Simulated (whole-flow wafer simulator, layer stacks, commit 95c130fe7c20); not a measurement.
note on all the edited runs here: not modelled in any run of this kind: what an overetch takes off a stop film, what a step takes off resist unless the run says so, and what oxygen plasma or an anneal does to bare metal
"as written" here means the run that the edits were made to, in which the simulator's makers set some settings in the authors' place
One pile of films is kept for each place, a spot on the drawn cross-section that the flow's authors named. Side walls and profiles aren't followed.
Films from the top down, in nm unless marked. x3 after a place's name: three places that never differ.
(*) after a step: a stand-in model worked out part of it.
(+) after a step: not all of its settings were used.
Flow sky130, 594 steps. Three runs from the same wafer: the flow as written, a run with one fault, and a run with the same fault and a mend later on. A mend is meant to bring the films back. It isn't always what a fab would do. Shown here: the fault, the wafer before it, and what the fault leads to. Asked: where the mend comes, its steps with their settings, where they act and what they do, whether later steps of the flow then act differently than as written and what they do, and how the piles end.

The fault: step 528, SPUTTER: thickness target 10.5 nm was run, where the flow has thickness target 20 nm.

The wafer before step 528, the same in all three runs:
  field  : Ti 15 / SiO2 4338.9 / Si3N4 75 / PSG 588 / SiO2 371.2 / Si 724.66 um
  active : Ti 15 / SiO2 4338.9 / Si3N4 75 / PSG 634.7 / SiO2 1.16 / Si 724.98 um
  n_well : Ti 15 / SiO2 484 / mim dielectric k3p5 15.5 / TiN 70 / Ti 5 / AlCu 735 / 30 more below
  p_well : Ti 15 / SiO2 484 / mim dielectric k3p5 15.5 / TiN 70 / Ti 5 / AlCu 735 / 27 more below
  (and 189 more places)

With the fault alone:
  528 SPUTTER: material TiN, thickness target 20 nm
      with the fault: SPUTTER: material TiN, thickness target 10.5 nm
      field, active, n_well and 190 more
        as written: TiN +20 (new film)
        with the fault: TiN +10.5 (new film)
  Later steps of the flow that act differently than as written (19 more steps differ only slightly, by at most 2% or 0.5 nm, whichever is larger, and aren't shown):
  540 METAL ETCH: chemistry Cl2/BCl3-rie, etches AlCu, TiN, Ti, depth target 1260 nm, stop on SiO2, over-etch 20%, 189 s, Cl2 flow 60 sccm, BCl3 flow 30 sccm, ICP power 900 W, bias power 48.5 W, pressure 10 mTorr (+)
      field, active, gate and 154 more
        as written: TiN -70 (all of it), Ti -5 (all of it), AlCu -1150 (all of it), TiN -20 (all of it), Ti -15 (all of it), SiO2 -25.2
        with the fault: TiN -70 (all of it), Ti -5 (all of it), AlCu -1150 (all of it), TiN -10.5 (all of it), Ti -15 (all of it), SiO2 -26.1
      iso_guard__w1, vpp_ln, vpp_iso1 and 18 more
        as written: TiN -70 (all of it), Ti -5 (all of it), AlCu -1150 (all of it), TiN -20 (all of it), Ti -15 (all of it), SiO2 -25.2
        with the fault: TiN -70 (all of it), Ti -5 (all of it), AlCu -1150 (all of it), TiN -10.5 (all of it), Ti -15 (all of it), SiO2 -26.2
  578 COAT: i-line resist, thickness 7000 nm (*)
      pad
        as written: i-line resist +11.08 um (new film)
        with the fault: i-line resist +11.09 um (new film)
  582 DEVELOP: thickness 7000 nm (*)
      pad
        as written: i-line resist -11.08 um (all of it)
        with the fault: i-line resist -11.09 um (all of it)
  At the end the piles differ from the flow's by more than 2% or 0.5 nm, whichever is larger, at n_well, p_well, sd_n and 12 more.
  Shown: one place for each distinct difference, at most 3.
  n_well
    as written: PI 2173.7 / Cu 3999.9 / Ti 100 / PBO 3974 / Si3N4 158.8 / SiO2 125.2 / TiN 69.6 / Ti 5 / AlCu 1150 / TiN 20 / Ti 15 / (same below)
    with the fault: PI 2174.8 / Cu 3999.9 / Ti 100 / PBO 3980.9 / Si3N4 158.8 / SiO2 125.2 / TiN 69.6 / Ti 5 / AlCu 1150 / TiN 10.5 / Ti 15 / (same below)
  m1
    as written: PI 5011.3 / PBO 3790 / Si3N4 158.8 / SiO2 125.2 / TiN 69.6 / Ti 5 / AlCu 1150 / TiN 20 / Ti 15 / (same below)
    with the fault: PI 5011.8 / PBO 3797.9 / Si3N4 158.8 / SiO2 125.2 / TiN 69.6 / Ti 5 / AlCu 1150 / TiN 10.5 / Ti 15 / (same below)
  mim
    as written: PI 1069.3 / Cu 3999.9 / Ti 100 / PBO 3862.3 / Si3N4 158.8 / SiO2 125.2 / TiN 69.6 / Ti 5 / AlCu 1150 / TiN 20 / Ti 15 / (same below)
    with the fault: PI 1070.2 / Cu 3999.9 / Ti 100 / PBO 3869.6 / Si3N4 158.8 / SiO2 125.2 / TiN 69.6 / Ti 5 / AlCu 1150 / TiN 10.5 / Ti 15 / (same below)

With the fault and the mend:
  The mend comes after step 528.
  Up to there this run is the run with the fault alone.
  528a SPUTTER: material TiN, thickness target 9.5 nm (the flow's step 528 once more, with other settings)
      field, active, n_well and 190 more
        TiN +9.5
  No later step of the flow acts differently than as written at any place that is followed.
  At the end the piles are the same as the flow's at every place that both follow.
